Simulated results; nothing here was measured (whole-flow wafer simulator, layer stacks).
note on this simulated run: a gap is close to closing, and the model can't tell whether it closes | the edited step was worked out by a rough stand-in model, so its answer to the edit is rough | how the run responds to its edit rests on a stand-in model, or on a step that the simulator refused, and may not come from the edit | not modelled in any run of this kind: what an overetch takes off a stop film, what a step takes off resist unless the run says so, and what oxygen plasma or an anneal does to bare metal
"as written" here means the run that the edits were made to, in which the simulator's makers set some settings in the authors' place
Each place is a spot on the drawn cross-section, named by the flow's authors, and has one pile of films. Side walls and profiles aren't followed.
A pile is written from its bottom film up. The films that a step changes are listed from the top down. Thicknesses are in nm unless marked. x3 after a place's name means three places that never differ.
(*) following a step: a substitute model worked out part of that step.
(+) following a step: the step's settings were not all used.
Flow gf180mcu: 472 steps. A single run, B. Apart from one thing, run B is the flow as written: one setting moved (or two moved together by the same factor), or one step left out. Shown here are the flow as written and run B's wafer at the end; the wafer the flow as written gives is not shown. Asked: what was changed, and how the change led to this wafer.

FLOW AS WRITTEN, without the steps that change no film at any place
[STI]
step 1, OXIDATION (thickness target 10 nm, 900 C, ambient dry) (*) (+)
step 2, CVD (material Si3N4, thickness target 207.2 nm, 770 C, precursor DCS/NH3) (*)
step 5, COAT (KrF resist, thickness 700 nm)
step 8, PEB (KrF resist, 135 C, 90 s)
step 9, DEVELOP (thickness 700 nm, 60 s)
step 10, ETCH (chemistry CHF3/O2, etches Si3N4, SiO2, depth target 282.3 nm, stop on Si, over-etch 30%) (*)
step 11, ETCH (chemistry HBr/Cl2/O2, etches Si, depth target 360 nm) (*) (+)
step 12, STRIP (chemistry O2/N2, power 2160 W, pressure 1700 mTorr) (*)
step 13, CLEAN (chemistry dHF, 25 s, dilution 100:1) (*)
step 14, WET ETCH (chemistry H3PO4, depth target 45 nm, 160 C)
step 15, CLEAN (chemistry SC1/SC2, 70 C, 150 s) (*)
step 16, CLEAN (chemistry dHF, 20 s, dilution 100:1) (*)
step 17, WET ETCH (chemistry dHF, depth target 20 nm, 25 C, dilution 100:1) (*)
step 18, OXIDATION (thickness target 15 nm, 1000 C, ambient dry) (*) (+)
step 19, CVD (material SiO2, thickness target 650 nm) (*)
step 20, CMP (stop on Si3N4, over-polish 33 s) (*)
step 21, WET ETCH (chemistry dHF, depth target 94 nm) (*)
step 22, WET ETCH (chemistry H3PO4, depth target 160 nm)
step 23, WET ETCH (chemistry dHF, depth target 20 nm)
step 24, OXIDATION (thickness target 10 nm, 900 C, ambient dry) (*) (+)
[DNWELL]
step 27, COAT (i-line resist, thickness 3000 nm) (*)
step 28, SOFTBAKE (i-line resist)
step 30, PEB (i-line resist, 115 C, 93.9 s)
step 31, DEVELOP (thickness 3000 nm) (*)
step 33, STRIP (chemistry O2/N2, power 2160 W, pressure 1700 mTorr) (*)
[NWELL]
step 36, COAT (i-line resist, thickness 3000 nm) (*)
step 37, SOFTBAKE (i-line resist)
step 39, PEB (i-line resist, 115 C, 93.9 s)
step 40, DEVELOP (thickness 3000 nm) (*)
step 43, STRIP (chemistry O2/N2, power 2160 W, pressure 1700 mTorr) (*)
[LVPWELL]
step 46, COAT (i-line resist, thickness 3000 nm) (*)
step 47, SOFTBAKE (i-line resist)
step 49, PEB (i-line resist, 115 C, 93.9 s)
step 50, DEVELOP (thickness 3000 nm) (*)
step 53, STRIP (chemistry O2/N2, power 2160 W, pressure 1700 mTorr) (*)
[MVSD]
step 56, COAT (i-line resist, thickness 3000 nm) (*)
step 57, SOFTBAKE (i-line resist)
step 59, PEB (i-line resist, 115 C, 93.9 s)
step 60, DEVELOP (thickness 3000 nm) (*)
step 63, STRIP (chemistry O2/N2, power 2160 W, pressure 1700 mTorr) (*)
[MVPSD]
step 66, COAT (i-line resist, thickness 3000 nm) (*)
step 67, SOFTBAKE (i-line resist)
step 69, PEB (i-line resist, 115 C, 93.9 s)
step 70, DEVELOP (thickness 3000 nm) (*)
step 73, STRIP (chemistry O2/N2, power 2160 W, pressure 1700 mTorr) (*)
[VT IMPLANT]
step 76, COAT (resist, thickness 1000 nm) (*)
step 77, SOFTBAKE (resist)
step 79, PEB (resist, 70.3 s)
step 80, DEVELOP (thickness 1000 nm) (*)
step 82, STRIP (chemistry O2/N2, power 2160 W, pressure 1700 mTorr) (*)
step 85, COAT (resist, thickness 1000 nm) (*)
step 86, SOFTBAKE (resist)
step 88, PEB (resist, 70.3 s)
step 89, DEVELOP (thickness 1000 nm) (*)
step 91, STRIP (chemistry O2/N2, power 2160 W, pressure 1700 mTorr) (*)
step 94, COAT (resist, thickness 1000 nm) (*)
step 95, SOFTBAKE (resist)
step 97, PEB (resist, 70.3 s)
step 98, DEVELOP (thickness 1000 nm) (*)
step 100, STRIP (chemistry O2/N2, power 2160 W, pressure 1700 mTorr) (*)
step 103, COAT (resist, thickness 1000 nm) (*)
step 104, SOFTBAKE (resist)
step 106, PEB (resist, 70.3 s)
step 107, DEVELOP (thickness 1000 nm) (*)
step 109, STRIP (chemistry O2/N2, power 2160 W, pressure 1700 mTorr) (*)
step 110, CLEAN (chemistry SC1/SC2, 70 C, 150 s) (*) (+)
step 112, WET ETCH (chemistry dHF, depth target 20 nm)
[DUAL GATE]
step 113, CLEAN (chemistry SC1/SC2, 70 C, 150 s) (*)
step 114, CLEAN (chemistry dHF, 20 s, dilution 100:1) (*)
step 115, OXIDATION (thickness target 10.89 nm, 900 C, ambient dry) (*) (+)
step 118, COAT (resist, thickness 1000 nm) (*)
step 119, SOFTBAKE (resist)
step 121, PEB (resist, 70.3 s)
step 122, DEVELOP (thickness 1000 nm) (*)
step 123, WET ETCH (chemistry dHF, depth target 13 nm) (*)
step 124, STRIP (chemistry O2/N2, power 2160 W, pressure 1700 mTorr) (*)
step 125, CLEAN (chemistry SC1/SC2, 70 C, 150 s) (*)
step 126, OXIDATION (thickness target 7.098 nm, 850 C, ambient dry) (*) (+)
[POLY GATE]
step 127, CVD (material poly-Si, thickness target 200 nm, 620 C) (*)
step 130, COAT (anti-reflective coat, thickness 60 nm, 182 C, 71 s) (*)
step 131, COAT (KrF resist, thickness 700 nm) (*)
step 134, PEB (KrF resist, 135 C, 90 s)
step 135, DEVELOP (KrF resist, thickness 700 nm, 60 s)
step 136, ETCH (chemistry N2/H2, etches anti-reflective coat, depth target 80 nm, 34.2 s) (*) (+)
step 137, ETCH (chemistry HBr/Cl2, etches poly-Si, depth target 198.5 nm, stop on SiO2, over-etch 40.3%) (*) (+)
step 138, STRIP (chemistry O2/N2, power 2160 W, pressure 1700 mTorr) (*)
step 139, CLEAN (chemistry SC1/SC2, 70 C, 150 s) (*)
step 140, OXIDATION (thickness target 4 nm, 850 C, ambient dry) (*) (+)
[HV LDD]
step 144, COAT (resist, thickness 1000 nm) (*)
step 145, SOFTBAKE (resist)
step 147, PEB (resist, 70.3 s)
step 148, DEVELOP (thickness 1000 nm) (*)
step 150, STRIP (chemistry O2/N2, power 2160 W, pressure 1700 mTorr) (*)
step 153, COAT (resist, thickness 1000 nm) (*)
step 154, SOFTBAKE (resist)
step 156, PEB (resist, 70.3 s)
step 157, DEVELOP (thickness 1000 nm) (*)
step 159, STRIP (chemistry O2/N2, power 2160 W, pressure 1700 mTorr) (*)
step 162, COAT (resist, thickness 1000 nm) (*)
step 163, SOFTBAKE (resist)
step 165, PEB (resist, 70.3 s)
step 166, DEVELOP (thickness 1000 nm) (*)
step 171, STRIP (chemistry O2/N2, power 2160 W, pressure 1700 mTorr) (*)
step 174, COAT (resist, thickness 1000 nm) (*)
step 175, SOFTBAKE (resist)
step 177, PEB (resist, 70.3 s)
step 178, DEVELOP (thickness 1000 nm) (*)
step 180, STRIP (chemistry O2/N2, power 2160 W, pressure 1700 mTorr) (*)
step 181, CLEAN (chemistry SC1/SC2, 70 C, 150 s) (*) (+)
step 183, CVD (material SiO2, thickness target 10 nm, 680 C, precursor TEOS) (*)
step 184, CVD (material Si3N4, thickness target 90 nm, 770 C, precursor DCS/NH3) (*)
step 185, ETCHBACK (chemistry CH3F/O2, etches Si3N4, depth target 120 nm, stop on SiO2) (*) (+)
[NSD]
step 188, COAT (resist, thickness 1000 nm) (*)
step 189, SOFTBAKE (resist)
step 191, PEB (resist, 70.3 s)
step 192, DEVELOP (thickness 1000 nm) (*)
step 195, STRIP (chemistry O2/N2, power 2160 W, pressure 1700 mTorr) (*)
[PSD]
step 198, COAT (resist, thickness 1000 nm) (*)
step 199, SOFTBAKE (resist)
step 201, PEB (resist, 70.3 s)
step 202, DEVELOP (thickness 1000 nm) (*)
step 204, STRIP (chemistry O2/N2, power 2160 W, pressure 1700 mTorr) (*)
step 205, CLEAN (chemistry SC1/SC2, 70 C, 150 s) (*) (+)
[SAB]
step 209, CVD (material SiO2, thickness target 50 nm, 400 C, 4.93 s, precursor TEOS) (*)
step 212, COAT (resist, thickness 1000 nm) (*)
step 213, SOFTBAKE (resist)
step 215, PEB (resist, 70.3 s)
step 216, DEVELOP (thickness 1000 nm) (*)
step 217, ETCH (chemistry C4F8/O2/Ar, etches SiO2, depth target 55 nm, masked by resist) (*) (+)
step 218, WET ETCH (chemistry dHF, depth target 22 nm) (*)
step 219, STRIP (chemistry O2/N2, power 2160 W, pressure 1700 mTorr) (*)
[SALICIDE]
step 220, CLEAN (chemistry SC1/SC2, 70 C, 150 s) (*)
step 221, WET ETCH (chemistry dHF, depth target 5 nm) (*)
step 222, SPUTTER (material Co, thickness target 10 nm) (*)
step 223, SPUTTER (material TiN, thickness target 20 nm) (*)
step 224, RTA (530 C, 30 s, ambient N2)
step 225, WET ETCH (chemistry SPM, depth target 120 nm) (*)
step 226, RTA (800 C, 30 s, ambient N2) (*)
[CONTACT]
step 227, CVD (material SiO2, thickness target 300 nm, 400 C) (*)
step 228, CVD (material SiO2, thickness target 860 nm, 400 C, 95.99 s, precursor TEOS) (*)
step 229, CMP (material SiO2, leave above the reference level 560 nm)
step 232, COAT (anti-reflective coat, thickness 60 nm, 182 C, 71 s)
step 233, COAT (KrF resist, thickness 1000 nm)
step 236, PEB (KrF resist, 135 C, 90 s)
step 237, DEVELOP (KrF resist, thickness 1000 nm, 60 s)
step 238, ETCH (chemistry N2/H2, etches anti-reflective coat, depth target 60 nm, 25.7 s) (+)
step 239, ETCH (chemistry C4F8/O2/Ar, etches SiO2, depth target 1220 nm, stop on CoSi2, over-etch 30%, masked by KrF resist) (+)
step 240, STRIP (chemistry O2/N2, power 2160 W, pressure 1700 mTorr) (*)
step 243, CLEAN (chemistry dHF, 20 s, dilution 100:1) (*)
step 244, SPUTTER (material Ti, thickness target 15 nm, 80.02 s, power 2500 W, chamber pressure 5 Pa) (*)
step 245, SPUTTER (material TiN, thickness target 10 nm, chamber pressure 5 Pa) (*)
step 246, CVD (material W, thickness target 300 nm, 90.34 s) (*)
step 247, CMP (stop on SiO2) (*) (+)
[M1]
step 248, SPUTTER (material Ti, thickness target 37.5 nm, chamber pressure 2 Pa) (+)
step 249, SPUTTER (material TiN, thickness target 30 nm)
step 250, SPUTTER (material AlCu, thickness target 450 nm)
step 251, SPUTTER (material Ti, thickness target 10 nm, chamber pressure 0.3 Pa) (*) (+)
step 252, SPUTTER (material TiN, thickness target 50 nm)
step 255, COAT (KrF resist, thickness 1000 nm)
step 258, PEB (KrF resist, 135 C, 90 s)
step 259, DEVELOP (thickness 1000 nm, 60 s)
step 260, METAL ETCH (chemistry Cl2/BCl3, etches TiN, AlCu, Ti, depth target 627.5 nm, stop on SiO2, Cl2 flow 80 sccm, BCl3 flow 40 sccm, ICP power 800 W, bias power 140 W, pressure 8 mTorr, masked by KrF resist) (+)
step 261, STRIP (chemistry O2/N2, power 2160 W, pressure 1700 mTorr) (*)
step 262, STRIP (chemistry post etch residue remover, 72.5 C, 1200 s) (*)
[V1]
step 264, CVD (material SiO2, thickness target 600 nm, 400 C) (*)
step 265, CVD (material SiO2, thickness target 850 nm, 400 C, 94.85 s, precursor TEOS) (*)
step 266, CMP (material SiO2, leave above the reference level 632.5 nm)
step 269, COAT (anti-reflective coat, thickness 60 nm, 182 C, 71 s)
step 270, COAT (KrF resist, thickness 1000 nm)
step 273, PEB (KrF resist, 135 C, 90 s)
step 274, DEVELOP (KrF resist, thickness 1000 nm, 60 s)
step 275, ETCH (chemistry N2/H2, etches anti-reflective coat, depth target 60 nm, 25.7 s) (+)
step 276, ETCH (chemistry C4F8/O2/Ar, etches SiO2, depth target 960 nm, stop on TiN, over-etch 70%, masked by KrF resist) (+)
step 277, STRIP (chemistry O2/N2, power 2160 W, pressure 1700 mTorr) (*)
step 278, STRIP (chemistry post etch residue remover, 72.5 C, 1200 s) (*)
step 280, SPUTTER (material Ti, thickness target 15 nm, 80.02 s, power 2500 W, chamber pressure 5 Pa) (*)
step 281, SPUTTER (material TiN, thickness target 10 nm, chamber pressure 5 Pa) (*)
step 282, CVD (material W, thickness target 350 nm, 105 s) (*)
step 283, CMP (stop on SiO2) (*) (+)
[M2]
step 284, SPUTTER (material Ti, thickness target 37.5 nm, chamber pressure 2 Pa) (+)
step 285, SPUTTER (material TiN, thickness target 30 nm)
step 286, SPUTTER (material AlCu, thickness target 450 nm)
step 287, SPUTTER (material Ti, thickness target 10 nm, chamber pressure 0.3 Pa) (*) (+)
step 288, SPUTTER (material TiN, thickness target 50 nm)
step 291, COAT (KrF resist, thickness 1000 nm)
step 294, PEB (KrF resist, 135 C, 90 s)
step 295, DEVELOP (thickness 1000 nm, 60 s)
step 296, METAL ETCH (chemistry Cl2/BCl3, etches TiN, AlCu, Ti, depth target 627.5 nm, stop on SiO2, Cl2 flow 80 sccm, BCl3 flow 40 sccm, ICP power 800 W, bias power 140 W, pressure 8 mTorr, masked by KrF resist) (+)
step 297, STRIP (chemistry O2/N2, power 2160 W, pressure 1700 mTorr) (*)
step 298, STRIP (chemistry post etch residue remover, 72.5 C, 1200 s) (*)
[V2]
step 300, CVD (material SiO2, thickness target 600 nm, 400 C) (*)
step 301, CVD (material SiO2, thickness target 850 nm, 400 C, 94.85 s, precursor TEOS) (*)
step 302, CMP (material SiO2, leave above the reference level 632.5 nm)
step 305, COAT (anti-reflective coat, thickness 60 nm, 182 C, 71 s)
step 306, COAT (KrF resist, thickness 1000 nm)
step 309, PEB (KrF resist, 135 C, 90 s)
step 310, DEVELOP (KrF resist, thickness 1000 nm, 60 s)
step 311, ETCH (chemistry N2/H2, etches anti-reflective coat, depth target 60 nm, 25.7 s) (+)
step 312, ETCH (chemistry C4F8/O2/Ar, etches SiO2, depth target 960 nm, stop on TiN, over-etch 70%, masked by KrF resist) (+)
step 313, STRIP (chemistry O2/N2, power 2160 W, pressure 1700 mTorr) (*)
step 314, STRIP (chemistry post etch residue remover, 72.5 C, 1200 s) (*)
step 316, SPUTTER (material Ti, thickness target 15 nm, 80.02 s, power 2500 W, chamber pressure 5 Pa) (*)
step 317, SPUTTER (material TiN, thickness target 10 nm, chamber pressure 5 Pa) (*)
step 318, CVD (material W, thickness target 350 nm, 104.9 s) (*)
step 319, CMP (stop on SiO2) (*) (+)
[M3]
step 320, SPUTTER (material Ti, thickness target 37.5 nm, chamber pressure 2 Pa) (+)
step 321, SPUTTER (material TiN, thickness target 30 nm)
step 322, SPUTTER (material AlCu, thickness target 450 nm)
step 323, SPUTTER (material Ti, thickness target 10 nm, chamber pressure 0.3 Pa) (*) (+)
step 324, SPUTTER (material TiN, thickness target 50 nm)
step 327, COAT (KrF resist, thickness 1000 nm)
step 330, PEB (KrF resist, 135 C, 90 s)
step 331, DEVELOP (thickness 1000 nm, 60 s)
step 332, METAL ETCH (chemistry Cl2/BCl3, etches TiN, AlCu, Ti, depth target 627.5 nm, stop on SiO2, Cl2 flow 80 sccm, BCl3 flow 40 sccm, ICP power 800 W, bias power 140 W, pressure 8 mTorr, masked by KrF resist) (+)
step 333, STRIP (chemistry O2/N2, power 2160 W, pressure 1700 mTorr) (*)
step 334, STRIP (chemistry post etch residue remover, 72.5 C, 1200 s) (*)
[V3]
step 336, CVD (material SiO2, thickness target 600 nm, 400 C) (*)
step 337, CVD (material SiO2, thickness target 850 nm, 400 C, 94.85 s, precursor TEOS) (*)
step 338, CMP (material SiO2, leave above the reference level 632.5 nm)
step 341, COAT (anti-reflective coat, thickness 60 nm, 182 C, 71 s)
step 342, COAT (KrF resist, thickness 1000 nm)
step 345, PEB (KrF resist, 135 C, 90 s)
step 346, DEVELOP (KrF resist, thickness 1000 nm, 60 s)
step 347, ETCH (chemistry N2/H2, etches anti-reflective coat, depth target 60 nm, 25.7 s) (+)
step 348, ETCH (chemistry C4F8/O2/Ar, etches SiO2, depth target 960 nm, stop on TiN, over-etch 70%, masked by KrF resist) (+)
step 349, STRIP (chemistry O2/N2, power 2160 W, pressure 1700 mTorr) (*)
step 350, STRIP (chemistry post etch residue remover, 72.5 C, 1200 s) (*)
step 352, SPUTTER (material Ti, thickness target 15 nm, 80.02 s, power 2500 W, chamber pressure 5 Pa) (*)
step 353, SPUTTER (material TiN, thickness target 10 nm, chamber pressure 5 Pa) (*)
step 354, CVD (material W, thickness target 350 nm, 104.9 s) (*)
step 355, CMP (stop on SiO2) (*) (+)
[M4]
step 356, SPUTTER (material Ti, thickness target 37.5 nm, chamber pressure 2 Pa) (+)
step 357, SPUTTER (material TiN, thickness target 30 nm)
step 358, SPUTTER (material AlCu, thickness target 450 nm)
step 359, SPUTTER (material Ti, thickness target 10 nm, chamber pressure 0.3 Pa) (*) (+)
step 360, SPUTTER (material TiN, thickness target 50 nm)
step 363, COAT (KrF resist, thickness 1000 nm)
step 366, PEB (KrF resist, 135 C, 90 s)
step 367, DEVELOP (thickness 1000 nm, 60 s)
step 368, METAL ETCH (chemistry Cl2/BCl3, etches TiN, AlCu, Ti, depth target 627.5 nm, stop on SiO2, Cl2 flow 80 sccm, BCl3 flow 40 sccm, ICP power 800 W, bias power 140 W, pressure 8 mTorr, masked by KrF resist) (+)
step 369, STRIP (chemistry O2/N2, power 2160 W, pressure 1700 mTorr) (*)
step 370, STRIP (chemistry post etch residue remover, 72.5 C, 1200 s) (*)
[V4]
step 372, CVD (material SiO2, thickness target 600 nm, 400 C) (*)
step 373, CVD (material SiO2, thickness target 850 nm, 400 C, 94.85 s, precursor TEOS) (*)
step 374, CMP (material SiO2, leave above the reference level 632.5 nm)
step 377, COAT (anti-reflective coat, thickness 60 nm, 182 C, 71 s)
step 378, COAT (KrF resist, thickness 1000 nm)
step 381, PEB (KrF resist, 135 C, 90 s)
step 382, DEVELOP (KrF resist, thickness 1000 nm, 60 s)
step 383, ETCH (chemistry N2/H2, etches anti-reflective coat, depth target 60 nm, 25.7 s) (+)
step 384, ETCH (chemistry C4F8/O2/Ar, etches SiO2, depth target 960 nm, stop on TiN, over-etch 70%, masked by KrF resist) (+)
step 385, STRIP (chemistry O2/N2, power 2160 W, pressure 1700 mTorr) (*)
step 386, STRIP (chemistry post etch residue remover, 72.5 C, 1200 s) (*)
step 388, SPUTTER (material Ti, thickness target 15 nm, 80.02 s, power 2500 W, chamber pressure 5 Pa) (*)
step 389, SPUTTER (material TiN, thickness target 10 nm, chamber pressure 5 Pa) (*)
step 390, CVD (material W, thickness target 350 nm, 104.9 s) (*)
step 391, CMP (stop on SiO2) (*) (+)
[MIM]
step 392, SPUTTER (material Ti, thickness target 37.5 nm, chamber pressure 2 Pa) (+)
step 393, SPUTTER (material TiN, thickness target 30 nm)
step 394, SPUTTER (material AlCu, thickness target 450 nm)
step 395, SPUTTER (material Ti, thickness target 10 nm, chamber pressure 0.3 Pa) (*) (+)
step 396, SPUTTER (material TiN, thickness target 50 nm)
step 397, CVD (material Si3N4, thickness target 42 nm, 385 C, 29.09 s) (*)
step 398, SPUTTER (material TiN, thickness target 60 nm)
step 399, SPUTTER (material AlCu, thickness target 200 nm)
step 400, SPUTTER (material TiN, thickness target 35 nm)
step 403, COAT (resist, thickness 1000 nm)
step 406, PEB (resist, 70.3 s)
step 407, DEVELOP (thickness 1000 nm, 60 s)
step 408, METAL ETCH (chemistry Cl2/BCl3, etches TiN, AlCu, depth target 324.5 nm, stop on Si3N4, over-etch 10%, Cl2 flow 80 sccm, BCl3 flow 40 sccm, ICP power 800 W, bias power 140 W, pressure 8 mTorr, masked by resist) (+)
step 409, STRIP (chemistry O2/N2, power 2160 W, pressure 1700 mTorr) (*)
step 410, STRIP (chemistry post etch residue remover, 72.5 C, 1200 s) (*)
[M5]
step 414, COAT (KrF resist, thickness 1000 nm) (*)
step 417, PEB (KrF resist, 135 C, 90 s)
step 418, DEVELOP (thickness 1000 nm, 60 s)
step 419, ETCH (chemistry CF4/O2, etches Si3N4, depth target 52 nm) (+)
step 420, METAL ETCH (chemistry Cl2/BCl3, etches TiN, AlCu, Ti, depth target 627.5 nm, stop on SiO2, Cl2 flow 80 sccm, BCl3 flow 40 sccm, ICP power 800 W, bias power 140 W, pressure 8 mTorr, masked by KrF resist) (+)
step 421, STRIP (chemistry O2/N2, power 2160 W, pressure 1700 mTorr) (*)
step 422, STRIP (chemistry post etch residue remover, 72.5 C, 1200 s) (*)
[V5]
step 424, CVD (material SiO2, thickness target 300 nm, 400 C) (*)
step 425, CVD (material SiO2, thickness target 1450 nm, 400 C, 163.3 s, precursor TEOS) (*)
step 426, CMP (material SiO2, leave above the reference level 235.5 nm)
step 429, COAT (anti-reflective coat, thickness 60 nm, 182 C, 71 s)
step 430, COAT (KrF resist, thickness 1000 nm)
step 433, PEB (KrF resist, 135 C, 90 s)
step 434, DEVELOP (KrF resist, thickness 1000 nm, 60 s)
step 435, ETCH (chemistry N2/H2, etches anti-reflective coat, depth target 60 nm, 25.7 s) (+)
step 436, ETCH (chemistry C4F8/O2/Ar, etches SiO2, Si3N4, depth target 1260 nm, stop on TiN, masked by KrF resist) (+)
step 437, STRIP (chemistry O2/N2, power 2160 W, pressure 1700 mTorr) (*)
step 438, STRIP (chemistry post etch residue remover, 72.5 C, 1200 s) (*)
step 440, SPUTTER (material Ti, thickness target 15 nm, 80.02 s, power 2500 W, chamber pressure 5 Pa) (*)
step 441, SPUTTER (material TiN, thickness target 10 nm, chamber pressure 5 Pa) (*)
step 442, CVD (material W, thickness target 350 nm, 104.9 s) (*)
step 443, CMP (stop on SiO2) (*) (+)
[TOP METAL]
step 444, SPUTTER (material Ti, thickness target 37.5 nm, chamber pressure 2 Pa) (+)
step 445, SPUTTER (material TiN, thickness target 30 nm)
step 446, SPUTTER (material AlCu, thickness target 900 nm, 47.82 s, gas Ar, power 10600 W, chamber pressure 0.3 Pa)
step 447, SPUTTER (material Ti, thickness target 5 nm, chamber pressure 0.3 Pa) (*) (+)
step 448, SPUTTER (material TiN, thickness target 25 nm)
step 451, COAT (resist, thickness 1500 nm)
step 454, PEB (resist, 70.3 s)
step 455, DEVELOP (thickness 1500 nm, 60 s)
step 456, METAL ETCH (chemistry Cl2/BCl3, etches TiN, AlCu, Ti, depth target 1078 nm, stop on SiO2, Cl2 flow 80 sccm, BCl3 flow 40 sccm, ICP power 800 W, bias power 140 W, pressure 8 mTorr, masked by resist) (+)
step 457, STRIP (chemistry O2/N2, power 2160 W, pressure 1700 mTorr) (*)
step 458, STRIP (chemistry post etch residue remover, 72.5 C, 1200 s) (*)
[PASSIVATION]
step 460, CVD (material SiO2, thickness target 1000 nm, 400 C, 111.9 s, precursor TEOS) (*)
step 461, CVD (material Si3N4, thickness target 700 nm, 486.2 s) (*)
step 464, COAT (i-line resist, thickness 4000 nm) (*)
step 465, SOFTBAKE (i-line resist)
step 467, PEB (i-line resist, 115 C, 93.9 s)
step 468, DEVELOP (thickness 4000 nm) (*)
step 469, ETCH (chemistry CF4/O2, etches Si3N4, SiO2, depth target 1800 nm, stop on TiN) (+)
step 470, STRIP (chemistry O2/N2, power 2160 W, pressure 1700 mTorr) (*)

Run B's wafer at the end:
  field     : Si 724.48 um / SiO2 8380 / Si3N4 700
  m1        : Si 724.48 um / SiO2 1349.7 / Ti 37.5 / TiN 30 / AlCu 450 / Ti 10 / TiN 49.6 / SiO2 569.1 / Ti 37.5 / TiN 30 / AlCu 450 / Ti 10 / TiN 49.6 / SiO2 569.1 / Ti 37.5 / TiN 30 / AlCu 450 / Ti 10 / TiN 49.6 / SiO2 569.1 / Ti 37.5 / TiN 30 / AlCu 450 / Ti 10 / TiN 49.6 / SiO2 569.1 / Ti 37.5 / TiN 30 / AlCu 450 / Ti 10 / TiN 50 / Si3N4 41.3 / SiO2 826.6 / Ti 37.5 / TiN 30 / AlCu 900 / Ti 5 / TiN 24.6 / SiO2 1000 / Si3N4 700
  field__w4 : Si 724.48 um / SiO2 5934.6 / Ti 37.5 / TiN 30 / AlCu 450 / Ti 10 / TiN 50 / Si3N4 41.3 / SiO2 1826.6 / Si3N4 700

The reason: step 11, ETCH: depth target 513 nm was run, while the flow as written has depth target 360 nm.

Step by step, how the change led to this:
  step 11, ETCH (chemistry HBr/Cl2/O2, etches Si, depth target 360 nm) (*) (+)
      active, n_well, p_well and 40 more: -163.3 KrF resist (as written it would have been: -112.3 KrF resist)
      field, field_sub, sti and 34 more: -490 Si (as written it would have been: -337 Si)
  step 12, STRIP (chemistry O2/N2, power 2160 W, pressure 1700 mTorr) (*)
      active, n_well, p_well and 40 more: -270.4 KrF resist (all of it) (as written it would have been: -321.4 KrF resist (all of it))
  step 19, CVD (material SiO2, thickness target 650 nm) (*)
      m1, ld_fp_n, ld_drift_n and 8 more: +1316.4 SiO2 (as written it would have been: +1163.4 SiO2)
  step 20, CMP (stop on Si3N4, over-polish 33 s) (*)
      sti, mim_1p0, pad and 11 more: nothing (as written it would have been: -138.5 SiO2)
      nw_enc_fld, nw_enc_fld_lv: nothing (as written it would have been: -142.5 SiO2)
      (as well as at 10 more places)
  step 28, SOFTBAKE (i-line resist)
      ldn_fp, ldn_drn: +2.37 i-line resist (as written it would have been: +4.83 i-line resist)
      field: +1.86 i-line resist (as written it would have been: +2.45 i-line resist)
      (as well as at 37 more places)
  step 37, SOFTBAKE (i-line resist)
      ldn_fp, ldn_drn: +2.37 i-line resist (as written it would have been: +4.83 i-line resist)
      field: +1.86 i-line resist (as written it would have been: +2.45 i-line resist)
      (as well as at 37 more places)
  step 47, SOFTBAKE (i-line resist)
      ldn_fp, ldn_drn: +2.37 i-line resist (as written it would have been: +4.83 i-line resist)
      field: +1.86 i-line resist (as written it would have been: +2.45 i-line resist)
      (as well as at 37 more places)
  step 57, SOFTBAKE (i-line resist)
      ldn_fp, ldn_drn: +2.37 i-line resist (as written it would have been: +4.83 i-line resist)
      field: +1.86 i-line resist (as written it would have been: +2.45 i-line resist)
      (as well as at 37 more places)
  step 67, SOFTBAKE (i-line resist)
      ldn_fp, ldn_drn: +2.37 i-line resist (as written it would have been: +4.83 i-line resist)
      field: +1.86 i-line resist (as written it would have been: +2.45 i-line resist)
      (as well as at 37 more places)
  step 77, SOFTBAKE (resist)
      iso_ptap_sub: +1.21 resist (as written it would have been: +1.9 resist)
      ldn_out: -0.8 resist (as written it would have been: -1.39 resist)
      (as well as at 1 more place)
  step 86, SOFTBAKE (resist)
      iso_ptap_sub: +1.21 resist (as written it would have been: +1.9 resist)
      ldn_out: -0.8 resist (as written it would have been: -1.39 resist)
      (as well as at 1 more place)
  step 95, SOFTBAKE (resist)
      iso_ptap_sub: +1.21 resist (as written it would have been: +1.9 resist)
      ldn_out: -0.8 resist (as written it would have been: -1.39 resist)
      (as well as at 1 more place)
  step 104, SOFTBAKE (resist)
      iso_ptap_sub: +1.21 resist (as written it would have been: +1.9 resist)
      ldn_out: -0.8 resist (as written it would have been: -1.39 resist)
      (as well as at 1 more place)
  step 119, SOFTBAKE (resist)
      iso_ptap_sub: +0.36 resist (as written it would have been: +1.06 resist)
      ldn_out: -0.18 resist (as written it would have been: -0.78 resist)
      (as well as at 1 more place)
  step 130, COAT (anti-reflective coat, thickness 60 nm, 182 C, 71 s) (*)
      sti, mim_1p0, pad, dice_street: +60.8 anti-reflective coat (new film) (as written it would have been: +55.7 anti-reflective coat (new film))
      p_well, spacer, sd_n: +61 anti-reflective coat (new film) (as written it would have been: +70.9 anti-reflective coat (new film))
      (as well as at 67 more places)
  step 136, ETCH (chemistry N2/H2, etches anti-reflective coat, depth target 80 nm, 34.2 s) (*) (+)
      sti, mim_1p0, pad, dice_street: -60.8 anti-reflective coat (all of it), -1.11 poly-Si (as written it would have been: -55.7 anti-reflective coat (all of it), -1.24 poly-Si)
      p_well, spacer, sd_n: -61 anti-reflective coat (all of it), -1.1 poly-Si (as written it would have been: -70.9 anti-reflective coat (all of it), -0.85 poly-Si)
      (as well as at 46 more places)
  ... 14 further steps ...
  step 239, ETCH (chemistry C4F8/O2/Ar, etches SiO2, depth target 1220 nm, stop on CoSi2, over-etch 30%, masked by KrF resist) (+)
      polyc_n, polyc_p: -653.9 SiO2 (all of it) (as written it would have been: -639.1 SiO2 (all of it))
